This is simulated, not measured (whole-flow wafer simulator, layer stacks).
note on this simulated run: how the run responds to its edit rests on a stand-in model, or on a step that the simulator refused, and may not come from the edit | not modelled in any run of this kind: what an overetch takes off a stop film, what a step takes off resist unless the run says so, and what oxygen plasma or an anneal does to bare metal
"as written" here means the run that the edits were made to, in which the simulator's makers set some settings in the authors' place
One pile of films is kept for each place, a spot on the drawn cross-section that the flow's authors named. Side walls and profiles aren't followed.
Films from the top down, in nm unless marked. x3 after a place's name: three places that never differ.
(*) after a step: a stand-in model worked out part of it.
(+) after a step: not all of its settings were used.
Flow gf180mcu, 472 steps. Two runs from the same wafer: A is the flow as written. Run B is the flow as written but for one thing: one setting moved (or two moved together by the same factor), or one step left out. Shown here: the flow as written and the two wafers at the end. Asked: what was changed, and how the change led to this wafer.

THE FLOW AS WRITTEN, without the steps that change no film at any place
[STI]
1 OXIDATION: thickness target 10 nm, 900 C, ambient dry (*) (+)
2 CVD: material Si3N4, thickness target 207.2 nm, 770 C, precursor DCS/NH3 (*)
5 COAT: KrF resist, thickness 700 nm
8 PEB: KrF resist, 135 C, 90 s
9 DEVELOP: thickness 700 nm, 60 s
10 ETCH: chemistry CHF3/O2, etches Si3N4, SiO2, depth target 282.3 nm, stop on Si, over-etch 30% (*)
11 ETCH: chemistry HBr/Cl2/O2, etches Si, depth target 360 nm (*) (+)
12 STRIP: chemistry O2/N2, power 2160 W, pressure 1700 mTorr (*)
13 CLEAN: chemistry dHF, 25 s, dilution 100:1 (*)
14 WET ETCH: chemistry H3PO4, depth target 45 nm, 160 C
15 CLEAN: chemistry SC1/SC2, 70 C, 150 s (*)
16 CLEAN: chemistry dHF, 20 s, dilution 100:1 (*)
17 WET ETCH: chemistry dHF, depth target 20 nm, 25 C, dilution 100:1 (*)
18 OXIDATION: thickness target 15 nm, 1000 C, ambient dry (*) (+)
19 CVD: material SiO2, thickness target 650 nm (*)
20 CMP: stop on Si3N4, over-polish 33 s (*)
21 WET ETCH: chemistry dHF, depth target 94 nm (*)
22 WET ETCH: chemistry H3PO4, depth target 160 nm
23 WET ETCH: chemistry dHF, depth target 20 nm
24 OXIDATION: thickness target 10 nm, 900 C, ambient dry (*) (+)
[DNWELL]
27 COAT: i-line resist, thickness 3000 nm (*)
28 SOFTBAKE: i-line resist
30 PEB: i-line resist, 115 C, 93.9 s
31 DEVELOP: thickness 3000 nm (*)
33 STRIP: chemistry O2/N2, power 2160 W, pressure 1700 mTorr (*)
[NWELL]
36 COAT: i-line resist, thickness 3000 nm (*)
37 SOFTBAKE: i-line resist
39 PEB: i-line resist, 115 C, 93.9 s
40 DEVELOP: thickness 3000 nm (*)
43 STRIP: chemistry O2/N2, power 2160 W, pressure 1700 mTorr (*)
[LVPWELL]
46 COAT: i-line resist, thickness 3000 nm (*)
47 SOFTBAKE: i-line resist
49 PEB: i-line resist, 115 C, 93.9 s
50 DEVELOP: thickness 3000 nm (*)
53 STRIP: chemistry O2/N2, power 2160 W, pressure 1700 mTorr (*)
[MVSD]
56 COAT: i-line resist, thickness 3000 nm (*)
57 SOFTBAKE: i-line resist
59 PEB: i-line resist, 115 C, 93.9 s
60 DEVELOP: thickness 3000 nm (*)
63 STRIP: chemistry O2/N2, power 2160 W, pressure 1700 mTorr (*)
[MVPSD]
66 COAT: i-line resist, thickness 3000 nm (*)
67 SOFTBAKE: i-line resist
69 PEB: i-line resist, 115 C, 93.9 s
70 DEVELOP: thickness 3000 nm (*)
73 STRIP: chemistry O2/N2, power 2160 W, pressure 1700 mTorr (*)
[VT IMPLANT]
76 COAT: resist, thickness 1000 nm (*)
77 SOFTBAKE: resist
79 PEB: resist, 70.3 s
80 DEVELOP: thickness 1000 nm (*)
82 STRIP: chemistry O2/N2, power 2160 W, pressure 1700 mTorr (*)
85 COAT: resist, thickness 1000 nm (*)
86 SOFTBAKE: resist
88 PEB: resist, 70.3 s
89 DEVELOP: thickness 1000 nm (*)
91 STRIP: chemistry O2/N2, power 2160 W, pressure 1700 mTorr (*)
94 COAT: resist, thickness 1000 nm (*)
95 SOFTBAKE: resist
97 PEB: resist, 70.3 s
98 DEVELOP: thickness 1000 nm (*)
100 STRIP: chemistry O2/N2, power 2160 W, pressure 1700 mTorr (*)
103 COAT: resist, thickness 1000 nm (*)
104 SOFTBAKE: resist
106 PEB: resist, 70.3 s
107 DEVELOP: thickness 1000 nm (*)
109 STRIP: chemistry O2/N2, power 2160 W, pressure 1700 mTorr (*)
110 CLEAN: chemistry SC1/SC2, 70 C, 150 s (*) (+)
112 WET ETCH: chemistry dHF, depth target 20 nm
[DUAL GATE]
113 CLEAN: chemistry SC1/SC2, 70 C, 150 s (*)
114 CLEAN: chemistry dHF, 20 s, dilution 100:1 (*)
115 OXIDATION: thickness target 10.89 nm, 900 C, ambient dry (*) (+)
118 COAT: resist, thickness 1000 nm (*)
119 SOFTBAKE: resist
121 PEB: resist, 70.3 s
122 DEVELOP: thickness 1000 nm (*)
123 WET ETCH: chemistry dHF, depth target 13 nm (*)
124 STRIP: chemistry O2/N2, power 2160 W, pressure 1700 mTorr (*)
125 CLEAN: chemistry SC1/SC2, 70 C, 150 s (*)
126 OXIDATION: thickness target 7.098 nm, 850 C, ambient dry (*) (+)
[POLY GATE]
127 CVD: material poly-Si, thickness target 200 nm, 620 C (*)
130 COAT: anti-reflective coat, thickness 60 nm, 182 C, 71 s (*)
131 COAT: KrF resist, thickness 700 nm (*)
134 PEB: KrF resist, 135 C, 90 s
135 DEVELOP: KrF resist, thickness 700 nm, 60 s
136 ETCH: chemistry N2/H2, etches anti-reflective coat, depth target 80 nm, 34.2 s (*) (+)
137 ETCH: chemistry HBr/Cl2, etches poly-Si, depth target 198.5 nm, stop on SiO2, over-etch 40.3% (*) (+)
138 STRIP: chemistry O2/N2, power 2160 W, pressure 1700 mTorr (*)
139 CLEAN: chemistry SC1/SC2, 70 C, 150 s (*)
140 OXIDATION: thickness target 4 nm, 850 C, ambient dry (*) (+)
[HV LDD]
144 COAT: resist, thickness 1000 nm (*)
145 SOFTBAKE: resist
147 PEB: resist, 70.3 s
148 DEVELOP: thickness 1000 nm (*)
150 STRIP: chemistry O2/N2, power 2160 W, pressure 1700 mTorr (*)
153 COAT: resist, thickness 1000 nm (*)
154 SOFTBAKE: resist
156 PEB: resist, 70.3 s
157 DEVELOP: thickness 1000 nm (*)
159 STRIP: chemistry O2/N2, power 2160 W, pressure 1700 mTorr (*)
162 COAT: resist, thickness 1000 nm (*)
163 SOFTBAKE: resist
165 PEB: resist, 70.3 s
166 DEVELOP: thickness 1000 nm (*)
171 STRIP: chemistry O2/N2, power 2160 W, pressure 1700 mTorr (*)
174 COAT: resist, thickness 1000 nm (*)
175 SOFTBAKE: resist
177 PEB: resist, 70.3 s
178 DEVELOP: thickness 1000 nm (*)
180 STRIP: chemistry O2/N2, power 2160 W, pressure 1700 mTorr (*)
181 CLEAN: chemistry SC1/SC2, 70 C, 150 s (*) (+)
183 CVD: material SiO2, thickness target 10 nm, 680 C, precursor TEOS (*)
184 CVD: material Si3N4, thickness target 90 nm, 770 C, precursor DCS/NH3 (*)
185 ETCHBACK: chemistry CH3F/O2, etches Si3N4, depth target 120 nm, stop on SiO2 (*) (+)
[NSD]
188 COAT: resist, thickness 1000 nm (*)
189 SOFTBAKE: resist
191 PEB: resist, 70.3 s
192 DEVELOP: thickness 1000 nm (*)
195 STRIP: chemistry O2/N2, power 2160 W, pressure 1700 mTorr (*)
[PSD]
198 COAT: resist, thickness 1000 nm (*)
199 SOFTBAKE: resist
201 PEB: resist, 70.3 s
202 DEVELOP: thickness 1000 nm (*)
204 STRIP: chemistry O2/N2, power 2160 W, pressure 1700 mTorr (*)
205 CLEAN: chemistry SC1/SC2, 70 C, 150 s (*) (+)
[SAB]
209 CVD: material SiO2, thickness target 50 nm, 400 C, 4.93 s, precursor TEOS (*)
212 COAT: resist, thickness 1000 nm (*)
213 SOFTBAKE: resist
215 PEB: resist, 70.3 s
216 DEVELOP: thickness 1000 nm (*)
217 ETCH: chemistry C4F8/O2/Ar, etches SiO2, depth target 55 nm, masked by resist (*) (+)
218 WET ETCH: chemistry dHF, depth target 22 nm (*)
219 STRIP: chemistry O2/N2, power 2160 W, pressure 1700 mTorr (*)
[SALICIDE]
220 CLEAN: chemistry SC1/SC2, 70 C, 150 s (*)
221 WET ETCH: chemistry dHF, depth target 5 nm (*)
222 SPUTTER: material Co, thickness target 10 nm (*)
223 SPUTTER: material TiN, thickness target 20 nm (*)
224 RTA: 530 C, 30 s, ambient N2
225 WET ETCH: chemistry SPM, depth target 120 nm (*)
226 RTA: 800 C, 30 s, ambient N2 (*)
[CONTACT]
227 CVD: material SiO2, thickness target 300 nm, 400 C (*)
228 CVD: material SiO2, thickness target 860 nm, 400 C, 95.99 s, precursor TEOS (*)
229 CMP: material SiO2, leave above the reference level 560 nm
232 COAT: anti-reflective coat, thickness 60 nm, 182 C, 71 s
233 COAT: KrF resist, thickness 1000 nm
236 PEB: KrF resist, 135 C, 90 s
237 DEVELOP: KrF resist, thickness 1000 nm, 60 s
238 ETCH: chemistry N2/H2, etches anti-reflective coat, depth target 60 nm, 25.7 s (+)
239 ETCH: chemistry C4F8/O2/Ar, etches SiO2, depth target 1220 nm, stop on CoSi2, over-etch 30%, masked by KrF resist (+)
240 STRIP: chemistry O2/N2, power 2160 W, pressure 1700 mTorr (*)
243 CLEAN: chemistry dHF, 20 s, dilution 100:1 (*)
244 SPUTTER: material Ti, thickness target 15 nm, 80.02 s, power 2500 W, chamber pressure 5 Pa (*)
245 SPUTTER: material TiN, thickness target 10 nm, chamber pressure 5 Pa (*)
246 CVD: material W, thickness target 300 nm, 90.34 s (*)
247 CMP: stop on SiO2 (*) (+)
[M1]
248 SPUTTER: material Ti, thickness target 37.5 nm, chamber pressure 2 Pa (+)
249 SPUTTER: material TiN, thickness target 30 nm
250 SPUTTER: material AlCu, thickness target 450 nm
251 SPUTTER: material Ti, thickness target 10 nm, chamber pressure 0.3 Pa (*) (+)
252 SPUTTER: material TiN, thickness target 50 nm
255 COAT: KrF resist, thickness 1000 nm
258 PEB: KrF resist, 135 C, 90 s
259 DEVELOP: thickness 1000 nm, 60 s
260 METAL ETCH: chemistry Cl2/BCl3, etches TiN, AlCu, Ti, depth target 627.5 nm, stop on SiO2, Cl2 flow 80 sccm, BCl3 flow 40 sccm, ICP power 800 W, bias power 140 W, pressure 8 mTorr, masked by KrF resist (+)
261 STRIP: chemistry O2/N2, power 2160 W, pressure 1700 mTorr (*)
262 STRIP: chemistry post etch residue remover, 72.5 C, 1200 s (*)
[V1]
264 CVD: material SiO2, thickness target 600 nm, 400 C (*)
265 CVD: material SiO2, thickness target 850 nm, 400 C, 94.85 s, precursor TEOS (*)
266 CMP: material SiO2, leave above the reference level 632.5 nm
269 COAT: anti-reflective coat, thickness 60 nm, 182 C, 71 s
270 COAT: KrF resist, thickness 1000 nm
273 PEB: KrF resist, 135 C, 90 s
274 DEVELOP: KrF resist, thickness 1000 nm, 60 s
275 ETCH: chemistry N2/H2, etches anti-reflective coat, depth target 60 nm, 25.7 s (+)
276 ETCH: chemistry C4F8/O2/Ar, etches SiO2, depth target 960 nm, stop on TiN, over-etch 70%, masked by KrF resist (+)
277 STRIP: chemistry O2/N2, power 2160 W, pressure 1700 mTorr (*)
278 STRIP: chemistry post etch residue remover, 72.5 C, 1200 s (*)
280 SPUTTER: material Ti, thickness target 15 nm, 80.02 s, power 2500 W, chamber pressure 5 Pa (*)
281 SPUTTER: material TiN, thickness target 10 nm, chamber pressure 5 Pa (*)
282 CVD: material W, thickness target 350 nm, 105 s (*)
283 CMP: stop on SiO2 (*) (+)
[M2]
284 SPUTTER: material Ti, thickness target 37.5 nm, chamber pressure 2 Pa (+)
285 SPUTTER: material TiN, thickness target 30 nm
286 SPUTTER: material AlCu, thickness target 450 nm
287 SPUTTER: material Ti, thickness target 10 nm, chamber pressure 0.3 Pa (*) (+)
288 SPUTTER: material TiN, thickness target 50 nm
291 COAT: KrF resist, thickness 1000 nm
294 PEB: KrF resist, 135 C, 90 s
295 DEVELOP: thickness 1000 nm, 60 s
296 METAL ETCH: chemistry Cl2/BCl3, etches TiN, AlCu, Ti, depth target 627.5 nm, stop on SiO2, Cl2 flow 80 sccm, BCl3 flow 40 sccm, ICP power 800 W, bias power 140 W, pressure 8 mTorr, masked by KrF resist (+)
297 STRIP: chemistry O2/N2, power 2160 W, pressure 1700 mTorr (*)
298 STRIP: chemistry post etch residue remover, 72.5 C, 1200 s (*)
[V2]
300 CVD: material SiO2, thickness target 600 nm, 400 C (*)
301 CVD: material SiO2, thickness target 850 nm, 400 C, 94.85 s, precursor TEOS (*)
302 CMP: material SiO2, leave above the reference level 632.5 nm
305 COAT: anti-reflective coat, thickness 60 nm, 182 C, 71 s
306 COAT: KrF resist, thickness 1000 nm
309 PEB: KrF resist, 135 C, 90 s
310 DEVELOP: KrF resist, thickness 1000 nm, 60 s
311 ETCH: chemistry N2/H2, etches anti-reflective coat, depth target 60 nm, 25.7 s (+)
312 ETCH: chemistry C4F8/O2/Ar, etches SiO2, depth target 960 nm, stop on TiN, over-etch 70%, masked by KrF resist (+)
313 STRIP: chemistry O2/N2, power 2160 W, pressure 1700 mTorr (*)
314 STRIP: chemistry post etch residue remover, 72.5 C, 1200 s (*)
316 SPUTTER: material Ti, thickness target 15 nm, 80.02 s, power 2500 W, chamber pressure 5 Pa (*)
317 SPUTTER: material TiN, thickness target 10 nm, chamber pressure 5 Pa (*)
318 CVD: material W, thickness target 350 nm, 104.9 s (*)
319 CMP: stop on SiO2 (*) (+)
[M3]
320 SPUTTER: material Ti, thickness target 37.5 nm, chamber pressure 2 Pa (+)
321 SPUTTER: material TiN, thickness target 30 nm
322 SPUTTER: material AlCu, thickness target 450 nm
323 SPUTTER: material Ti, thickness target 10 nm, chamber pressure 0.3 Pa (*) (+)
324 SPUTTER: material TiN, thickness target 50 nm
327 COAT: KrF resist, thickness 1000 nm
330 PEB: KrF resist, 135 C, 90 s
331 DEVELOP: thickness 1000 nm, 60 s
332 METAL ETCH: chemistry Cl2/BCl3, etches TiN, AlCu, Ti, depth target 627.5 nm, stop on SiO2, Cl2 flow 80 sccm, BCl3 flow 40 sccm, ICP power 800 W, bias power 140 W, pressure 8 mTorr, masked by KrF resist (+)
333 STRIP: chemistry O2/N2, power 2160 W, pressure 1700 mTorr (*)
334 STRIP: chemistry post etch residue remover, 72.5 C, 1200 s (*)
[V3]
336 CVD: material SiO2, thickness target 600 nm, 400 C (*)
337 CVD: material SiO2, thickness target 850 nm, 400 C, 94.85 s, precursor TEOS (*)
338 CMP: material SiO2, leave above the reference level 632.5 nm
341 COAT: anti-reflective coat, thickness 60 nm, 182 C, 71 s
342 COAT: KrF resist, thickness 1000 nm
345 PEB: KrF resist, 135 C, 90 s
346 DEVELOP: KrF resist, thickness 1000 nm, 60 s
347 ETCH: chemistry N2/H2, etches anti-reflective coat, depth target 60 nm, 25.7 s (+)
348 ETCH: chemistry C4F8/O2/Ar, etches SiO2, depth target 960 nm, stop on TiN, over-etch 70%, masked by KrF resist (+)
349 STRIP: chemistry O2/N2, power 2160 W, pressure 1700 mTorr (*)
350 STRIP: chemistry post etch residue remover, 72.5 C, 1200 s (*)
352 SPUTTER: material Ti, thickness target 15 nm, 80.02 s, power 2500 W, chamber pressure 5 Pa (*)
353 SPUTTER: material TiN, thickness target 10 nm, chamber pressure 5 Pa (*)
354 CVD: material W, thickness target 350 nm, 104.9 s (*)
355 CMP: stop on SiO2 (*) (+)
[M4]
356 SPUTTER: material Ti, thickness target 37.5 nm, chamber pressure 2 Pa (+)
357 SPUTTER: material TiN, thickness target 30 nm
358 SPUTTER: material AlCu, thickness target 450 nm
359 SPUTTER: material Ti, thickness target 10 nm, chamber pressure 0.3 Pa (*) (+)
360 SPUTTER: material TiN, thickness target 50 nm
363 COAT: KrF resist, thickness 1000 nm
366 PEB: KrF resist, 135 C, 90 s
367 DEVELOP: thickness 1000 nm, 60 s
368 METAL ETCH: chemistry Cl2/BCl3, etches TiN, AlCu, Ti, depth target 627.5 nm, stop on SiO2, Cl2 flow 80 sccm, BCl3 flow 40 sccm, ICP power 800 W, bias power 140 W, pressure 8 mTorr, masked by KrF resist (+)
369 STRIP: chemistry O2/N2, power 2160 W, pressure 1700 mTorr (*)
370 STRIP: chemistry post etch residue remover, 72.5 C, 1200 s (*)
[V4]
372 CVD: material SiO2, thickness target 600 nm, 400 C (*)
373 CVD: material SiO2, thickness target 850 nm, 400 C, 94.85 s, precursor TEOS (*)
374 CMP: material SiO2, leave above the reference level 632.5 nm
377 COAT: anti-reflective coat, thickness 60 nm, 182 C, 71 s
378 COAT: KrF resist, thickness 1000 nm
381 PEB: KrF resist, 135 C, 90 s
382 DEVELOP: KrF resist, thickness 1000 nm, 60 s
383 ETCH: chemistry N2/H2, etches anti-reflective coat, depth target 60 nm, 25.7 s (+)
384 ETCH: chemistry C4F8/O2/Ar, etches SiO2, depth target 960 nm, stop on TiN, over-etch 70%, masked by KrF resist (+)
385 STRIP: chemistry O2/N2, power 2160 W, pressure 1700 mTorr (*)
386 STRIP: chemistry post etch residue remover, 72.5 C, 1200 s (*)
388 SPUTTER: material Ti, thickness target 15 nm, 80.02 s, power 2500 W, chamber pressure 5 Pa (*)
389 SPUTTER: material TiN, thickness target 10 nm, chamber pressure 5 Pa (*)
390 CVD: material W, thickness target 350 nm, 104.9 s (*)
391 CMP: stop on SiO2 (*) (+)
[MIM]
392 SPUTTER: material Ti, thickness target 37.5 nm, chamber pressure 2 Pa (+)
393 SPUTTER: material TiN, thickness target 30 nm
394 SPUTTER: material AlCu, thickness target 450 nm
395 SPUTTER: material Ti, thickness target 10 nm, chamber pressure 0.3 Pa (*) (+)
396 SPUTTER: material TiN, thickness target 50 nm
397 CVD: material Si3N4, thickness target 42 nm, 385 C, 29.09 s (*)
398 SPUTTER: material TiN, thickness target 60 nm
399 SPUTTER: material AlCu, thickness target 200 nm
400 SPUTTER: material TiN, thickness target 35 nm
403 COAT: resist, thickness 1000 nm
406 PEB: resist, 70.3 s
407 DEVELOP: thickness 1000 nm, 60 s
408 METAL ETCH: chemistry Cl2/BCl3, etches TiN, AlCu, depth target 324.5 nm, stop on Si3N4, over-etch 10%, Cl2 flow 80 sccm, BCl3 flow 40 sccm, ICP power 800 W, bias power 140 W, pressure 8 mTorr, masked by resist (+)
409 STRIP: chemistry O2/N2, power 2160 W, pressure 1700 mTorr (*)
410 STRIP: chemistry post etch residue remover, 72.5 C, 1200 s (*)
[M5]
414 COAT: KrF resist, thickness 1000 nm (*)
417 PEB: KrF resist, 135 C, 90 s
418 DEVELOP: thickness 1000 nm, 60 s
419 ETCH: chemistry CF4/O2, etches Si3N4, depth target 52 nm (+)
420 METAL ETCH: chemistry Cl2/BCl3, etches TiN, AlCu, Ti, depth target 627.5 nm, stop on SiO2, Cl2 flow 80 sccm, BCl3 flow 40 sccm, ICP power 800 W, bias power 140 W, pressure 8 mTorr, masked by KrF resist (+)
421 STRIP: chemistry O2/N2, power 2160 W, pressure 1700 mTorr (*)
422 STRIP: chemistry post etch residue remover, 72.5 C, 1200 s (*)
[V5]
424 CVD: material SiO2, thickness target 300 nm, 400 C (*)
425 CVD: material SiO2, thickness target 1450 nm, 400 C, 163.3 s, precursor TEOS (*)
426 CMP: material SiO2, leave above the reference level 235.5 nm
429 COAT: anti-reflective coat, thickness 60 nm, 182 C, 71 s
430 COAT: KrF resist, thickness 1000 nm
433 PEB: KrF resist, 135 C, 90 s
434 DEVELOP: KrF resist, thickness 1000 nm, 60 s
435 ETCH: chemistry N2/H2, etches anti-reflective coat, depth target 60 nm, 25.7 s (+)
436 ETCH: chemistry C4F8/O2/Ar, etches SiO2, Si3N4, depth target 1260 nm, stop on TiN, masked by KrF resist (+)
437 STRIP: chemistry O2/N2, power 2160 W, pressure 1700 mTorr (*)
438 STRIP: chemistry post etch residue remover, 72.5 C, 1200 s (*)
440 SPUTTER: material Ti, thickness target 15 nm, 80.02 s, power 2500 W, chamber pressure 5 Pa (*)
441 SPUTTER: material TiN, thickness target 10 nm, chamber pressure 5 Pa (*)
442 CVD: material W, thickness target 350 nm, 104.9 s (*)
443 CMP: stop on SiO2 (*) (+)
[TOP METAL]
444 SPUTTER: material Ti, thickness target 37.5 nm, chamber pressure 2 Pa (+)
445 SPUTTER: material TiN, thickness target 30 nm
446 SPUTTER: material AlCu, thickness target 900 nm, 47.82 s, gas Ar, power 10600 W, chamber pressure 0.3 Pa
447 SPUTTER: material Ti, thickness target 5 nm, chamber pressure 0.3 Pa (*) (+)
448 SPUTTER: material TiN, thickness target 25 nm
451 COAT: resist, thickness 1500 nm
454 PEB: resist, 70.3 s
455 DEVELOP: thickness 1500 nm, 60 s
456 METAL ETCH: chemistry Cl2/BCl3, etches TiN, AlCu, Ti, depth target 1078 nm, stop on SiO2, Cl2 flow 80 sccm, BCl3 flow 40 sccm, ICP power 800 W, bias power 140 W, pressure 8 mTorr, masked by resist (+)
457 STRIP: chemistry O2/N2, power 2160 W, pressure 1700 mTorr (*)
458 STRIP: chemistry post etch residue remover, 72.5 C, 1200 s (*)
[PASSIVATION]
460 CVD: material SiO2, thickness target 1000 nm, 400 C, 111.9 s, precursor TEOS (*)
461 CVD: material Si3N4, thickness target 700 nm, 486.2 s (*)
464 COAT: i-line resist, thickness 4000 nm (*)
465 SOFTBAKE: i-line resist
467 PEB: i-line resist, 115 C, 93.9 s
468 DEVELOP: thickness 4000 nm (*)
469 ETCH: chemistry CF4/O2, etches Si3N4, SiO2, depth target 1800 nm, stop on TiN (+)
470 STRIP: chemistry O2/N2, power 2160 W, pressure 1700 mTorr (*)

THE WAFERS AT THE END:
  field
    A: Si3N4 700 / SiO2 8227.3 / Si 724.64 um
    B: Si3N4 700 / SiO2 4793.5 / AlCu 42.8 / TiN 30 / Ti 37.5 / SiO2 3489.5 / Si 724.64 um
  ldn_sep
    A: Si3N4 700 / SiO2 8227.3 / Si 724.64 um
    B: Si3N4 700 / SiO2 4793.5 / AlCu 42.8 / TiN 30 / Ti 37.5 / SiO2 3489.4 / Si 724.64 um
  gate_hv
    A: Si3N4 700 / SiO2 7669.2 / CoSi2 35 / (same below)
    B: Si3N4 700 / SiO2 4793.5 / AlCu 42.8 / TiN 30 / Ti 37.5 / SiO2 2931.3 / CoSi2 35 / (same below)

The cause: step 322, SPUTTER: thickness target 616 nm was run, where the flow has thickness target 450 nm.

How the change led to this, step by step:
  322 SPUTTER: material AlCu, thickness target 450 nm
      field, field__w1, field__w2 and 108 more: A AlCu +450 (new film) | B AlCu +616 (new film)
  332 METAL ETCH: chemistry Cl2/BCl3, etches TiN, AlCu, Ti, depth target 627.5 nm, stop on SiO2, Cl2 flow 80 sccm, BCl3 flow 40 sccm, ICP power 800 W, bias power 140 W, pressure 8 mTorr, masked by KrF resist (+)
      field, field__w1, field__w2 and 103 more: A TiN -50 (all of it), Ti -10 (all of it), AlCu -450 (all of it), TiN -30 (all of it), Ti -37.5 (all of it) | B TiN -50 (all of it), Ti -10 (all of it), AlCu -567.5
  334 STRIP: chemistry post etch residue remover, 72.5 C, 1200 s (*)
      field, field__w1, field__w2 and 103 more: A nothing | B AlCu -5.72
  336 CVD: material SiO2, thickness target 600 nm, 400 C (*)
      field, field__w1, field__w2 and 103 more: A SiO2 +600 | B SiO2 +600 (new film)
  338 CMP: material SiO2, leave above the reference level 632.5 nm
      field, field__w1, field__w2 and 103 more: A SiO2 -300 | B SiO2 -244.3
Counting metal films that touch as one body, field has 1 body; the flow as written gives 0 bodies.
Counting metal films that touch as one body, ldn_sep has 1 body; the flow as written gives 0 bodies.
Counting metal films that touch as one body, gate_hv has 2 bodies (between them, from the top down: SiO2 2931.3); the flow as written gives 1 body.
